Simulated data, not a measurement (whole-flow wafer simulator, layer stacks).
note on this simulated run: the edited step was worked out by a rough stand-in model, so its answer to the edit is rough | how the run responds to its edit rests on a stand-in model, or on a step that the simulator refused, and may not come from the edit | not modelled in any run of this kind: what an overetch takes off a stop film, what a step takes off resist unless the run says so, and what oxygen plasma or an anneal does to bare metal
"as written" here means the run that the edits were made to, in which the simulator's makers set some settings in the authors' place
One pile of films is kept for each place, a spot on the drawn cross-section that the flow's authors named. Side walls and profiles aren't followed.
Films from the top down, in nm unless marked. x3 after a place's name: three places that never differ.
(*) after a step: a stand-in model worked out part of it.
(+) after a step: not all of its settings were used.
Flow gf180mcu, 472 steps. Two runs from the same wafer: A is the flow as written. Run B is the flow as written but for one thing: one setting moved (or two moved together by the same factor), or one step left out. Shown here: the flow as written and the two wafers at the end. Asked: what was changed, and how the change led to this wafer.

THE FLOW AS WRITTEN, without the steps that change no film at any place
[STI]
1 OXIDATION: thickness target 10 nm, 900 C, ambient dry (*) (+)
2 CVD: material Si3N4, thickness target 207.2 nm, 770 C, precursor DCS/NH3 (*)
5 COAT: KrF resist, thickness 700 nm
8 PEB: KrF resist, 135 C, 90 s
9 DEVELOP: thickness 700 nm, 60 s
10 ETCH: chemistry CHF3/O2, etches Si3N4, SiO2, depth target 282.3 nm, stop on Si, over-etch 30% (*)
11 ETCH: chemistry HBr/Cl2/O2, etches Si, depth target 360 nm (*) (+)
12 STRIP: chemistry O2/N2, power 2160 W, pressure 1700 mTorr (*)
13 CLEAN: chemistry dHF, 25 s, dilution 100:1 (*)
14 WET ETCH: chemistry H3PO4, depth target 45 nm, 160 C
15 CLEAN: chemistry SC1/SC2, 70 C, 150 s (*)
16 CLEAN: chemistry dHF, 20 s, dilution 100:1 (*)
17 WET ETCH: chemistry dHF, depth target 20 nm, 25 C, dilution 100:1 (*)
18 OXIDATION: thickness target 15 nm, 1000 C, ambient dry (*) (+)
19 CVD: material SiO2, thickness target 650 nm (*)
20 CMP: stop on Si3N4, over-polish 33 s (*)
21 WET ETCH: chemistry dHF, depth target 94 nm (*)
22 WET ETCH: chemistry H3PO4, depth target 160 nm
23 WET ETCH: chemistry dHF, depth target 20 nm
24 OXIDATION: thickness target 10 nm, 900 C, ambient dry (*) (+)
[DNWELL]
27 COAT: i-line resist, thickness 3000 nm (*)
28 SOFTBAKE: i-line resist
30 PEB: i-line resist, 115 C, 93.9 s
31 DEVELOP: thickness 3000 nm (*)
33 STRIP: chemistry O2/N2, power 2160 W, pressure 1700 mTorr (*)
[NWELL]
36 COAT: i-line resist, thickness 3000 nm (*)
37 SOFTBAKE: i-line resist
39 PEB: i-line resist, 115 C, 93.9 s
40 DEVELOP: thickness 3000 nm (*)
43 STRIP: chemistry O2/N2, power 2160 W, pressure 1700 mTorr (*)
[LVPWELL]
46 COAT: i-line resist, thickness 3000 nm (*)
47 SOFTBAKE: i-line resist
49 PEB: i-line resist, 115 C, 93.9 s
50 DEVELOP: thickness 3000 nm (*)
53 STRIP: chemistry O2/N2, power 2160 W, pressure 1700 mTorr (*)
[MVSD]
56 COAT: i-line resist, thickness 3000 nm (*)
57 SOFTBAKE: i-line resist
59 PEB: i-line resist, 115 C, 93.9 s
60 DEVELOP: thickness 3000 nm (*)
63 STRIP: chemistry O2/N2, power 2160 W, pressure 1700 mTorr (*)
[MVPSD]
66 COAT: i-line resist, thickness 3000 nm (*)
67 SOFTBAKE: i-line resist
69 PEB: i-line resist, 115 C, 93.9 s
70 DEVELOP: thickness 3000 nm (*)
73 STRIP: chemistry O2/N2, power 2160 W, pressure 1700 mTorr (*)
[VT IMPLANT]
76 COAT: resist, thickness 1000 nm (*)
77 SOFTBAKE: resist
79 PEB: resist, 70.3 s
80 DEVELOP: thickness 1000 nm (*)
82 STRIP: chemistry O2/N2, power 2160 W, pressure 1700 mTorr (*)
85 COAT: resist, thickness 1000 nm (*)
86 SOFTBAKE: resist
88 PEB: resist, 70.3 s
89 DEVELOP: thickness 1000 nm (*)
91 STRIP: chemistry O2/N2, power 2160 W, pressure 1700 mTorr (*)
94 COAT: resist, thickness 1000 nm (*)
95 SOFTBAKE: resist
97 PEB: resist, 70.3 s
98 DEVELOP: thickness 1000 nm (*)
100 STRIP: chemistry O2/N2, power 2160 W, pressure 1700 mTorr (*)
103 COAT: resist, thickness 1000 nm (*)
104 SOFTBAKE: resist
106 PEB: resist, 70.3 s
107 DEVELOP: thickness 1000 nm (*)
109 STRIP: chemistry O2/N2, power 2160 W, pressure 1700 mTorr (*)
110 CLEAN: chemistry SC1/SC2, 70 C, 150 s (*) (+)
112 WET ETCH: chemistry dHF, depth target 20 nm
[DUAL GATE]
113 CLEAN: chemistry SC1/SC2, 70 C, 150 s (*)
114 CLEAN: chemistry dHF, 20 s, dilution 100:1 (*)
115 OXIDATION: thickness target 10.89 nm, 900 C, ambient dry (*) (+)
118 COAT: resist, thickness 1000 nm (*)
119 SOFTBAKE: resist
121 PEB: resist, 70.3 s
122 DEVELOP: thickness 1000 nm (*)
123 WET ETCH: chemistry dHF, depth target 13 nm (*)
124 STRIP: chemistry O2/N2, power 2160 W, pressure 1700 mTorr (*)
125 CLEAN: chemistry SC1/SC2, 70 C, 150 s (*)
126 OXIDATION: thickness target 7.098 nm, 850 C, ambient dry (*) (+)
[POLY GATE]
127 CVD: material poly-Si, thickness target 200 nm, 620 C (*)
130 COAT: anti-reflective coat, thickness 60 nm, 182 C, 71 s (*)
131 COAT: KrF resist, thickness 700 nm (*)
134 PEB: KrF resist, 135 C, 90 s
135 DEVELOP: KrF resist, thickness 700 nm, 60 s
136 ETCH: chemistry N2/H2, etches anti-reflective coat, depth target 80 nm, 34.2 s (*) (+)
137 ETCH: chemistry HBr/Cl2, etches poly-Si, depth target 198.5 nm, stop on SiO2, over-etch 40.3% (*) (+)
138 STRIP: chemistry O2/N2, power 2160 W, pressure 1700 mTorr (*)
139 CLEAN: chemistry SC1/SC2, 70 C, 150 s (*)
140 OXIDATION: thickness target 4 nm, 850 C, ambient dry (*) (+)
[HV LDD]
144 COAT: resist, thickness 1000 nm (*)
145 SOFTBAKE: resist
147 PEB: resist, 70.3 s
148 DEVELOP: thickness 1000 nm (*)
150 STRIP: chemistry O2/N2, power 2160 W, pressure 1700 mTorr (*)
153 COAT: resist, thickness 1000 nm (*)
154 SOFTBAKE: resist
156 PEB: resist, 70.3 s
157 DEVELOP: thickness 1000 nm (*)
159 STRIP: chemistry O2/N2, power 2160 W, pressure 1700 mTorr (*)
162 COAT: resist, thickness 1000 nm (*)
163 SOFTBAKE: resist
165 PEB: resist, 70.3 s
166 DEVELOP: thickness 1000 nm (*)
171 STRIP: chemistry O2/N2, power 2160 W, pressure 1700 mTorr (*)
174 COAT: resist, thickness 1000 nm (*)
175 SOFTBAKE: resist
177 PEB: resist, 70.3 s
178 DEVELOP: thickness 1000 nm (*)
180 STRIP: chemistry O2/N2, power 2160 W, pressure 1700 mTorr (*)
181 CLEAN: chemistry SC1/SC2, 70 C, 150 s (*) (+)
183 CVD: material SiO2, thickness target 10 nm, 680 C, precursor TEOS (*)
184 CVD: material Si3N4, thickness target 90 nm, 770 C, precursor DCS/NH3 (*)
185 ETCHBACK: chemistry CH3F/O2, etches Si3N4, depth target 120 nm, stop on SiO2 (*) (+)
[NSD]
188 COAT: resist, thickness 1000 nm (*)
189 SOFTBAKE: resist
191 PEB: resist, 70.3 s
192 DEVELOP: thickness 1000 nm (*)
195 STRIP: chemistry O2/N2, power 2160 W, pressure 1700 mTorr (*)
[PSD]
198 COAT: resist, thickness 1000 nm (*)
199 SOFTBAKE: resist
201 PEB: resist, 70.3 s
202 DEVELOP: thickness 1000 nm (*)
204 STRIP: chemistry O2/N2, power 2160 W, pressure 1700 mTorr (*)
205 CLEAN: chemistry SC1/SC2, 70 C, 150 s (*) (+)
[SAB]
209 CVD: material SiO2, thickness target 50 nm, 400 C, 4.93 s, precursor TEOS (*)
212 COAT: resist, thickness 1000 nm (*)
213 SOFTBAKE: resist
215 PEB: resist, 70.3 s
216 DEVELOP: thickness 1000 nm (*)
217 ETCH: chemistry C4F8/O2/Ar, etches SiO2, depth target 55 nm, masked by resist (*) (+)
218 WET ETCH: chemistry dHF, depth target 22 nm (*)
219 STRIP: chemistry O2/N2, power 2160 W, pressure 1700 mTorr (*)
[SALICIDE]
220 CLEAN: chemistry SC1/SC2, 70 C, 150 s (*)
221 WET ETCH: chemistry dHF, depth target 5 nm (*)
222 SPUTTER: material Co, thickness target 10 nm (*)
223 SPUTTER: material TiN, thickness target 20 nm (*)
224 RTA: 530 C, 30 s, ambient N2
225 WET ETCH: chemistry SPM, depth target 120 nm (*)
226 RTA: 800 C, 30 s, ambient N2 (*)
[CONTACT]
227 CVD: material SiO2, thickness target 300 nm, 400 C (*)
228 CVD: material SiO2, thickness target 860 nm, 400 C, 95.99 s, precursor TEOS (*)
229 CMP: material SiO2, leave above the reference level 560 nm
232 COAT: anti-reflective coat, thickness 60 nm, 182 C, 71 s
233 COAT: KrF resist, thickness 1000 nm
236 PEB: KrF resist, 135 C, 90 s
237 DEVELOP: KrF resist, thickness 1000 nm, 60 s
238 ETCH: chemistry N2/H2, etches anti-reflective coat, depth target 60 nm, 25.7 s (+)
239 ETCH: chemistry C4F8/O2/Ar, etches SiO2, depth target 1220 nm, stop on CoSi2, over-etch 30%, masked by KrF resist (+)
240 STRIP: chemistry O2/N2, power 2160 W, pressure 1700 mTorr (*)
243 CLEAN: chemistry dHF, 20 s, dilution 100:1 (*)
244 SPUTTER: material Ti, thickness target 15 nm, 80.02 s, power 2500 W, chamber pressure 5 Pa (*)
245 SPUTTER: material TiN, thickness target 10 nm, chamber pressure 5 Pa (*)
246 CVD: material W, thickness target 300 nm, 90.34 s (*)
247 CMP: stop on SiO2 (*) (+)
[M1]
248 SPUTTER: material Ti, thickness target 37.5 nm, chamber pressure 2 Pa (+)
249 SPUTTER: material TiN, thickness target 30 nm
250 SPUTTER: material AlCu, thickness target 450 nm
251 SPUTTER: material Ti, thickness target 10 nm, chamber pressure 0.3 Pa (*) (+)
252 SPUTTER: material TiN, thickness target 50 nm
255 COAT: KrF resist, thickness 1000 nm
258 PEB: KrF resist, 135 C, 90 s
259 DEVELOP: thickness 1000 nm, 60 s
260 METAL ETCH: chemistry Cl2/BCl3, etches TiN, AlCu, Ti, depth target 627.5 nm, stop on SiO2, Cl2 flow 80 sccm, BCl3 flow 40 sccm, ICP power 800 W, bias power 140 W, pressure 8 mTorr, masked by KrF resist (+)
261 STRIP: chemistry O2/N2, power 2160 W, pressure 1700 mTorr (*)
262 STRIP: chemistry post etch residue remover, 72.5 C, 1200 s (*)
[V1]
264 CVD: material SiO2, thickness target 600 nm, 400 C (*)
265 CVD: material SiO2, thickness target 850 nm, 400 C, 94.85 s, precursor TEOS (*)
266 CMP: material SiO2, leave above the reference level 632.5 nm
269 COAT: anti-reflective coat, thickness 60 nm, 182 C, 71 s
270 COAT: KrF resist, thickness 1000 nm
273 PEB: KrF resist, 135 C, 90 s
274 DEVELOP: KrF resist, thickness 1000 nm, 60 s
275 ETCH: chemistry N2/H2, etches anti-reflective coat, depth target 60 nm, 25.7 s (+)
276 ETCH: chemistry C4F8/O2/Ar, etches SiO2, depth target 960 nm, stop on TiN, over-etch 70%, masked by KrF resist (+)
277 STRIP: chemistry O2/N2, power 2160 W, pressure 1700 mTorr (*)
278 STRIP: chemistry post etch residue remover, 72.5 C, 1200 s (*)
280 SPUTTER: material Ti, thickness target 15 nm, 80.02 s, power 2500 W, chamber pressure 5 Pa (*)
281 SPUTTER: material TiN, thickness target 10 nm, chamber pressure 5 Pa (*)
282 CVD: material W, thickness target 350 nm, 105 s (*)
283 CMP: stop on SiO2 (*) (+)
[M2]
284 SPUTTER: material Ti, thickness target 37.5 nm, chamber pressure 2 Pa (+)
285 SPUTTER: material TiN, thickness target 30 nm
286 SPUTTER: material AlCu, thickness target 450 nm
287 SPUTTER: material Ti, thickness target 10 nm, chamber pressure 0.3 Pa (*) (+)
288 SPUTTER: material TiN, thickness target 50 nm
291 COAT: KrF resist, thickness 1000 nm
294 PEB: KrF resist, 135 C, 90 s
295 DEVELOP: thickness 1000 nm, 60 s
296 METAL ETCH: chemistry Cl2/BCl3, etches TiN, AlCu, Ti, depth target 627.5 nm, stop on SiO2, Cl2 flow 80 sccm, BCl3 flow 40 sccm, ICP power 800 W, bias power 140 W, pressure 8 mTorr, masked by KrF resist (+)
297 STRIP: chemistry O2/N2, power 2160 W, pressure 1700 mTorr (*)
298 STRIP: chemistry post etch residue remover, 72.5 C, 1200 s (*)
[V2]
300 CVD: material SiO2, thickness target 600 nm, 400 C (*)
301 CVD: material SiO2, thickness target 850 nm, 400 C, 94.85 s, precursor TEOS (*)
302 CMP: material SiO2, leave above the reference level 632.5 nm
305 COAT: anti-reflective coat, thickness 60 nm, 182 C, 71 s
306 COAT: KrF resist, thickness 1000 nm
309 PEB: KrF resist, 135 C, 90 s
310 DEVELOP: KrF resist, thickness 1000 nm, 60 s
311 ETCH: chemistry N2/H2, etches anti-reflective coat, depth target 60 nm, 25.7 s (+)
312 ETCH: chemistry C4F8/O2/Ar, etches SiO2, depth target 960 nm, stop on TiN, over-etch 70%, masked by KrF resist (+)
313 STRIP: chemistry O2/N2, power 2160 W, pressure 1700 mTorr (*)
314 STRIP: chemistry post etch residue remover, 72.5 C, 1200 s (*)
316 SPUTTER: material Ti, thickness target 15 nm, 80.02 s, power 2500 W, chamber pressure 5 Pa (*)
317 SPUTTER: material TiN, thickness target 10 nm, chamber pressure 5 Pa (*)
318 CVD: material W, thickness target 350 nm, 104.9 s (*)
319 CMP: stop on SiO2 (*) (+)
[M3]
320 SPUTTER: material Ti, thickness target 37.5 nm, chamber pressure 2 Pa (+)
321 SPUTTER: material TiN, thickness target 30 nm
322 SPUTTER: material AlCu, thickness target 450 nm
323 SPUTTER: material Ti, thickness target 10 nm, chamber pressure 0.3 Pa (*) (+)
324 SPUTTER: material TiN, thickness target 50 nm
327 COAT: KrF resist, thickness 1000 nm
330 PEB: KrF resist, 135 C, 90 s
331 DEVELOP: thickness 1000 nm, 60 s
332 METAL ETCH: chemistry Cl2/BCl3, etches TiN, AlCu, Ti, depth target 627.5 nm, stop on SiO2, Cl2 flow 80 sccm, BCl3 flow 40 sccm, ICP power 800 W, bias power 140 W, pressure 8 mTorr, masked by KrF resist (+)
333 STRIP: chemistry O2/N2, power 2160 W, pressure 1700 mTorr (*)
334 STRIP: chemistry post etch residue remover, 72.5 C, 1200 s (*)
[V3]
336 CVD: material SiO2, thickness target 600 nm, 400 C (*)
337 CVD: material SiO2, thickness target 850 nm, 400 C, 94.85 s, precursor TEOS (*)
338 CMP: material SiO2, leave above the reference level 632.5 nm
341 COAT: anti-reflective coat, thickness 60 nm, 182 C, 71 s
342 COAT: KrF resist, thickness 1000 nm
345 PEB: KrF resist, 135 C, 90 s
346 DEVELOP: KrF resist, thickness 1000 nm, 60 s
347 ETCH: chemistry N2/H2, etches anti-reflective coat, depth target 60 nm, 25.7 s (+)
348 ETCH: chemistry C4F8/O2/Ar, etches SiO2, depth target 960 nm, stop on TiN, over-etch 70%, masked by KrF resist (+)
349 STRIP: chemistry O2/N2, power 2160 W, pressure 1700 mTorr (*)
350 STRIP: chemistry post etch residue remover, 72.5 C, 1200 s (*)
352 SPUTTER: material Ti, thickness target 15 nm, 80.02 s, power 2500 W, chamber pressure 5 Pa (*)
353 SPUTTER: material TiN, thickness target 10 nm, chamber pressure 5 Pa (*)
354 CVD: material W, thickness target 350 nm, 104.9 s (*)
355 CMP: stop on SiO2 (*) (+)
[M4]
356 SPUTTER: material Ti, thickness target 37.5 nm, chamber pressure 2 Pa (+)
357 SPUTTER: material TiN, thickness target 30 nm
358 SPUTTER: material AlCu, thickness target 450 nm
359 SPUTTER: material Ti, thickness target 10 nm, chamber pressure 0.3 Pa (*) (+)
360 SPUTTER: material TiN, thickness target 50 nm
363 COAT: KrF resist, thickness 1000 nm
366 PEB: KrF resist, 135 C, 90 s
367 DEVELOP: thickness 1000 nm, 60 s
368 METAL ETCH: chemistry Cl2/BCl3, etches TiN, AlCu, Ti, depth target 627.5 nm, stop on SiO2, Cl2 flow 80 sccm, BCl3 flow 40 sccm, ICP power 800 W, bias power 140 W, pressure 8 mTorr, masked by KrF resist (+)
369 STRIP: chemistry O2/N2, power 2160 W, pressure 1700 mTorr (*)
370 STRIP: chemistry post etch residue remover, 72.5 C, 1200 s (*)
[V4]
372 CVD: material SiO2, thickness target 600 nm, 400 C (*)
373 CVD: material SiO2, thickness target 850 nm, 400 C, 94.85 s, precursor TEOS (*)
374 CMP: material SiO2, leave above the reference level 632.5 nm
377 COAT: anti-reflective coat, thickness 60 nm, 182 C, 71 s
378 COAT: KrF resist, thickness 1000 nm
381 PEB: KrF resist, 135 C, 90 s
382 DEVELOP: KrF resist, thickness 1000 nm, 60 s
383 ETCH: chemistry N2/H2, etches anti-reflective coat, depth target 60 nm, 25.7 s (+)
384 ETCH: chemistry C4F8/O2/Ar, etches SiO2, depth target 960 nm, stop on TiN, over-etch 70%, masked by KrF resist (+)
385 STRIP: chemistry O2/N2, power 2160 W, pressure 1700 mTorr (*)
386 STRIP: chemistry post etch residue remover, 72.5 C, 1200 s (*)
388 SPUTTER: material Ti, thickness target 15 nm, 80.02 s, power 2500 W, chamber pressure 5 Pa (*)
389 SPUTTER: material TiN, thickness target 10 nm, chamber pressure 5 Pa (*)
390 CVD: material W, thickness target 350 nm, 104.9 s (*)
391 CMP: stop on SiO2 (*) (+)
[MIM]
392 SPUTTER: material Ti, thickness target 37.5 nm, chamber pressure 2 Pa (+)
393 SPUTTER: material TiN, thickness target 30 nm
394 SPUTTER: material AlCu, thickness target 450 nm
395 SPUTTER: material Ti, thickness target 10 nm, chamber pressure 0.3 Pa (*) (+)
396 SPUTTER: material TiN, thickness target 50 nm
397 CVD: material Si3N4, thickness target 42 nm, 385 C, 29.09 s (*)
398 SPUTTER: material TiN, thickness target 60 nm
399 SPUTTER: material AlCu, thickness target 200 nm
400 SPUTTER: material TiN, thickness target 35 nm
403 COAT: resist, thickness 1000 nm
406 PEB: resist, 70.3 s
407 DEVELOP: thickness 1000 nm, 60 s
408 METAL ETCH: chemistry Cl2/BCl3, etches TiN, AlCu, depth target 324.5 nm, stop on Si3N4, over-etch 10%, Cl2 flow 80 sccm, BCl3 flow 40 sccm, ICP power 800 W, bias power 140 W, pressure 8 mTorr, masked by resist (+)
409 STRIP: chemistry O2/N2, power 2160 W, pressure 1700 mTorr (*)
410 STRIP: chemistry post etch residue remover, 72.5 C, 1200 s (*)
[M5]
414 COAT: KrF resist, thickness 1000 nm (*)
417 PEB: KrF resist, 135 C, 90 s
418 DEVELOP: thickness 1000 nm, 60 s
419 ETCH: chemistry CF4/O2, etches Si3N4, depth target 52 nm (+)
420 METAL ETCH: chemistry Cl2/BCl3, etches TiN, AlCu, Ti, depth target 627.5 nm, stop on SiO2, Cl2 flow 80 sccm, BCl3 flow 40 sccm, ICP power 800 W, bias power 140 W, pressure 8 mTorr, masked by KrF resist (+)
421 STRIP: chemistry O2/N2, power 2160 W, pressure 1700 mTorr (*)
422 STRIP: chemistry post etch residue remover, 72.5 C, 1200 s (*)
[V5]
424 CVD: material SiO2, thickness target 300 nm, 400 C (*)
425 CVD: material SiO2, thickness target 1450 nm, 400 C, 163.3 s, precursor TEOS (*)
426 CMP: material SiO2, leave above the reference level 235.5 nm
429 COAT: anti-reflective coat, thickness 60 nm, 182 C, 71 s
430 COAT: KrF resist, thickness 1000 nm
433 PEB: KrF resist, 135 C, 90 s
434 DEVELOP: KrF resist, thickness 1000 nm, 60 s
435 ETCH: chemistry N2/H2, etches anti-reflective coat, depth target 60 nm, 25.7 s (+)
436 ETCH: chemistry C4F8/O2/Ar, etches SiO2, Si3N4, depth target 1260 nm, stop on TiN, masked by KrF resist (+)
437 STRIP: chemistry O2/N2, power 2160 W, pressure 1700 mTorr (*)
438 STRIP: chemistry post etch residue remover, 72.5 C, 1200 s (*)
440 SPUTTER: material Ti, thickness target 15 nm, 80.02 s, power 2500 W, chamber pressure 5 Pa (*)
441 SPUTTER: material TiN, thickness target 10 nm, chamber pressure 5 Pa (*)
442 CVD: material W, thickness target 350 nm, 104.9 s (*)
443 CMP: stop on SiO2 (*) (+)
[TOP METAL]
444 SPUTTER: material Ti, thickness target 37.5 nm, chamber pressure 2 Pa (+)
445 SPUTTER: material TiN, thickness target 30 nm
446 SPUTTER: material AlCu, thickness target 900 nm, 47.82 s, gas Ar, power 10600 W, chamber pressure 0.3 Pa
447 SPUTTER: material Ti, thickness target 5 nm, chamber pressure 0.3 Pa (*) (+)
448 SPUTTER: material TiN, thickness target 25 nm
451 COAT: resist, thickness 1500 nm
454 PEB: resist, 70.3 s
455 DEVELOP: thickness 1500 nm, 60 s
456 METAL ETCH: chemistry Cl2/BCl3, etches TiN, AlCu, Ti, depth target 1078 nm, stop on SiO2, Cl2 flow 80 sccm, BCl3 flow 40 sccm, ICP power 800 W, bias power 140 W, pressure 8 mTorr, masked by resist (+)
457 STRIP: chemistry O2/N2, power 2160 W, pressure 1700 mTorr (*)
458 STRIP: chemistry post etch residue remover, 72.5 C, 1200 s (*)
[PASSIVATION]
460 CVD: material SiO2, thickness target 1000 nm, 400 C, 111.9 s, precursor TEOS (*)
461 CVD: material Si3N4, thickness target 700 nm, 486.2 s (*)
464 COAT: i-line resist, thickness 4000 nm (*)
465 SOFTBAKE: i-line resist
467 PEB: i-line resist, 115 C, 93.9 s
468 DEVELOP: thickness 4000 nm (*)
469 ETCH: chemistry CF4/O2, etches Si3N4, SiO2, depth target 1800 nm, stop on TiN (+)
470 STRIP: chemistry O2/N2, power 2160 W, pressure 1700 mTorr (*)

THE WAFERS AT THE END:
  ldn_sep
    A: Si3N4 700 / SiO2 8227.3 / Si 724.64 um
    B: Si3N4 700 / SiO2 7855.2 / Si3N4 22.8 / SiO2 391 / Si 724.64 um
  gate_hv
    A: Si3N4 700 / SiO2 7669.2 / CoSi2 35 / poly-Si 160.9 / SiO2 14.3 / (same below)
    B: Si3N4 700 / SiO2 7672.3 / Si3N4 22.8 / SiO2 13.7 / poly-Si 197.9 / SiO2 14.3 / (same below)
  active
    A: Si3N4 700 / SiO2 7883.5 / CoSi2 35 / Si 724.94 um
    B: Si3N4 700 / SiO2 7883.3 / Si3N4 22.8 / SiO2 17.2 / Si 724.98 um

The cause: step 185, ETCHBACK: depth target 63 nm was run, where the flow has depth target 120 nm.

How the change led to this, step by step:
  185 ETCHBACK: chemistry CH3F/O2, etches Si3N4, depth target 120 nm, stop on SiO2 (*) (+)
      field, field__w1, field__w2 and 100 more: A Si3N4 -90 (all of it), SiO2 -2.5 | B Si3N4 -63
  188 COAT: resist, thickness 1000 nm (*)
      spacer: A resist +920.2 (new film) | B resist +949.8 (new film)
  189 SOFTBAKE: resist
      field__w9: A resist +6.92 | B resist -3.14
      nw_enc_fld_lv: A resist +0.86 | B resist +5.57
  191 PEB: resist, 70.3 s
      spacer: A resist -14.3 | B resist -14.9
  192 DEVELOP: thickness 1000 nm (*)
      spacer: A resist -905.9 (all of it) | B resist -934.9 (all of it)
  198 COAT: resist, thickness 1000 nm (*)
      spacer: A resist +920.2 (new film) | B resist +949.8 (new film)
  199 SOFTBAKE: resist
      field__w9: A resist +6.92 | B resist -3.14
      nw_enc_fld_lv: A resist +0.86 | B resist +5.57
  201 PEB: resist, 70.3 s
      spacer: A resist -14.3 | B resist -14.9
  204 STRIP: chemistry O2/N2, power 2160 W, pressure 1700 mTorr (*)
      spacer: A resist -905.9 (all of it) | B resist -934.9 (all of it)
  205 CLEAN: chemistry SC1/SC2, 70 C, 150 s (*) (+)
      field, field__w1, field__w2 and 105 more: A SiO2 -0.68 | B Si3N4 -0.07
  209 CVD: material SiO2, thickness target 50 nm, 400 C, 4.93 s, precursor TEOS (*)
      field, field__w7, field__w8 and 73 more: A SiO2 +50 | B SiO2 +50 (new film)
      field_sub__w1, field_sub__w3, field_sub__w4, field_sub__w5, ld_drift_n: A SiO2 +48.9 | B SiO2 +48.8 (new film)
      (and at 27 more places)
  212 COAT: resist, thickness 1000 nm (*)
      spacer: A resist +919.4 (new film) | B resist +949.4 (new film)
  215 PEB: resist, 70.3 s
      spacer: A resist -14.3 | B resist -14.9
  216 DEVELOP: thickness 1000 nm (*)
      spacer: A resist -905.1 (all of it) | B resist -934.5 (all of it)
  217 ETCH: chemistry C4F8/O2/Ar, etches SiO2, depth target 55 nm, masked by resist (*) (+)
      field, field__w7, field__w8 and 70 more: A SiO2 -55 | B SiO2 -50 (all of it), Si3N4 -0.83
      field_sub__w1, field_sub__w3, field_sub__w4, field_sub__w5, ld_drift_n: A SiO2 -55 | B SiO2 -48.8 (all of it), Si3N4 -1.03
      (and at 21 more places)
  218 WET ETCH: chemistry dHF, depth target 22 nm (*)
      gate, gate_hv, gate_p and 23 more: A SiO2 -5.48 (all of it) | B Si3N4 -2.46
      field, field__w10, sti and 14 more: A SiO2 -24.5 | B Si3N4 -2.46
      (and at 56 more places)
  ... 12 more steps ...
  471 ANNEAL: 400 C, 1800 s, ambient N2/H2
      polyc_n, polyc_p: A nothing | B under 9 films: void +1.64 (new film), Ti -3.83, TiSi first +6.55 (new film), poly-Si -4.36
      contact: A nothing | B under 49 films: void +1.62 (new film), Ti -3.83, TiSi first +6.55 (new film), Si -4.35
Counting metal films that touch as one body, gate_hv has 0 bodies; the flow as written gives 1 body.
Counting metal films that touch as one body, active has 0 bodies; the flow as written gives 1 body.
